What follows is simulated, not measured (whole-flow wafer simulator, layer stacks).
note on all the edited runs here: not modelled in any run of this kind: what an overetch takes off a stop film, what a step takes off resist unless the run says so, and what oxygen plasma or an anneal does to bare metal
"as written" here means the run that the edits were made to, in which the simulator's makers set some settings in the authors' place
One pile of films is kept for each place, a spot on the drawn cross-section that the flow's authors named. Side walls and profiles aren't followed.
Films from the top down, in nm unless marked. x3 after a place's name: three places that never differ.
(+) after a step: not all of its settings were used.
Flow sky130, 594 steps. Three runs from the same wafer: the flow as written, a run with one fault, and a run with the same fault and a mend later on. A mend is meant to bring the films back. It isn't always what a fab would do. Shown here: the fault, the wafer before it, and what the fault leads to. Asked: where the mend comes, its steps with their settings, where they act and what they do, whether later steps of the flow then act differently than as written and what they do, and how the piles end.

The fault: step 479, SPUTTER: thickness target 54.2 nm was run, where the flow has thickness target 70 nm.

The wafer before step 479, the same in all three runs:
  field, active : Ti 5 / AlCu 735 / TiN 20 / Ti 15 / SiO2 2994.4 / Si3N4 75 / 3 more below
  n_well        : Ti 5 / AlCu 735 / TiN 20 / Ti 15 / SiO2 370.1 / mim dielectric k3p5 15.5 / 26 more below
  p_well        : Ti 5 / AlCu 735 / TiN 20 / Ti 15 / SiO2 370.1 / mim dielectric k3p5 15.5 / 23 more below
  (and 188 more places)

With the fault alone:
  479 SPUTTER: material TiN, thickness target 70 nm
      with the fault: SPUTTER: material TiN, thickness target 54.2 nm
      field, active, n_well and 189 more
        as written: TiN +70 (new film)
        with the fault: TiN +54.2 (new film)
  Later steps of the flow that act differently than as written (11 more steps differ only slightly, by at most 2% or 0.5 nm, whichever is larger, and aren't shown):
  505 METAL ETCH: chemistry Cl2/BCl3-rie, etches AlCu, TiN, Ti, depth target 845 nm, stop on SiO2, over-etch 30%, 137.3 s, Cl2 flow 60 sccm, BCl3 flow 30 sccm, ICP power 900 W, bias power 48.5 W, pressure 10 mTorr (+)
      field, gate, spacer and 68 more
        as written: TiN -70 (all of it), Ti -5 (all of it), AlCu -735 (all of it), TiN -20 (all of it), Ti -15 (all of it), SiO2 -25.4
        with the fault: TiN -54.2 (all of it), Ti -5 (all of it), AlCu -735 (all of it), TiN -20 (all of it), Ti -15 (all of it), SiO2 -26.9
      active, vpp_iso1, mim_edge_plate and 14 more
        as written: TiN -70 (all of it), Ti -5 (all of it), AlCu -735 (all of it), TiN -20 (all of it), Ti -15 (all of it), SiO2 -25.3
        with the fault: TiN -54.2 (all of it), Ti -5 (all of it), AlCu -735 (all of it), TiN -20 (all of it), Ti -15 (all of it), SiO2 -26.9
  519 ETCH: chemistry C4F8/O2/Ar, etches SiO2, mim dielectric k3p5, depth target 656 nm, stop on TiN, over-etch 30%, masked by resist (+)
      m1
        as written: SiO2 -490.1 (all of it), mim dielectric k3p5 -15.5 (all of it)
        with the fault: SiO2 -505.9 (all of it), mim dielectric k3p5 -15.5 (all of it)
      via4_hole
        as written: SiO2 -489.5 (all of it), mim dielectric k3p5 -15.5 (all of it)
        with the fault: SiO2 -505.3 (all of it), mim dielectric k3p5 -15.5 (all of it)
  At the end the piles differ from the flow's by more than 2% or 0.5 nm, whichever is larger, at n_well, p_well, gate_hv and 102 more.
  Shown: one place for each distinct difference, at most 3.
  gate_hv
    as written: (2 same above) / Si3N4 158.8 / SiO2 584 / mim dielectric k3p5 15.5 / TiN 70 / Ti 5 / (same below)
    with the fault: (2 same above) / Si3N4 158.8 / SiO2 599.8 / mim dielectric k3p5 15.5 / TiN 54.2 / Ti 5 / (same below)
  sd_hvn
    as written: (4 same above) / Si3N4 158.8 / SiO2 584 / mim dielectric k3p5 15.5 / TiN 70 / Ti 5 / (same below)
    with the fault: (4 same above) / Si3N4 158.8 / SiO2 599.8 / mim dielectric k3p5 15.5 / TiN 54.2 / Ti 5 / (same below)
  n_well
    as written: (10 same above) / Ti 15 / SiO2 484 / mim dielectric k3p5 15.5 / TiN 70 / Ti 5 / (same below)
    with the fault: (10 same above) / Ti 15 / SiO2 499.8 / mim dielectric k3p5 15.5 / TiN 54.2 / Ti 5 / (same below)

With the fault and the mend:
  The mend comes after step 479.
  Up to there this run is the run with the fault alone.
  479a SPUTTER: material TiN, thickness target 15.8 nm (the flow's step 479 once more, with other settings)
      field, active, n_well and 189 more
        TiN +15.8
  No later step of the flow acts differently than as written at any place that is followed.
  At the end the piles are the same as the flow's at every place that both follow.
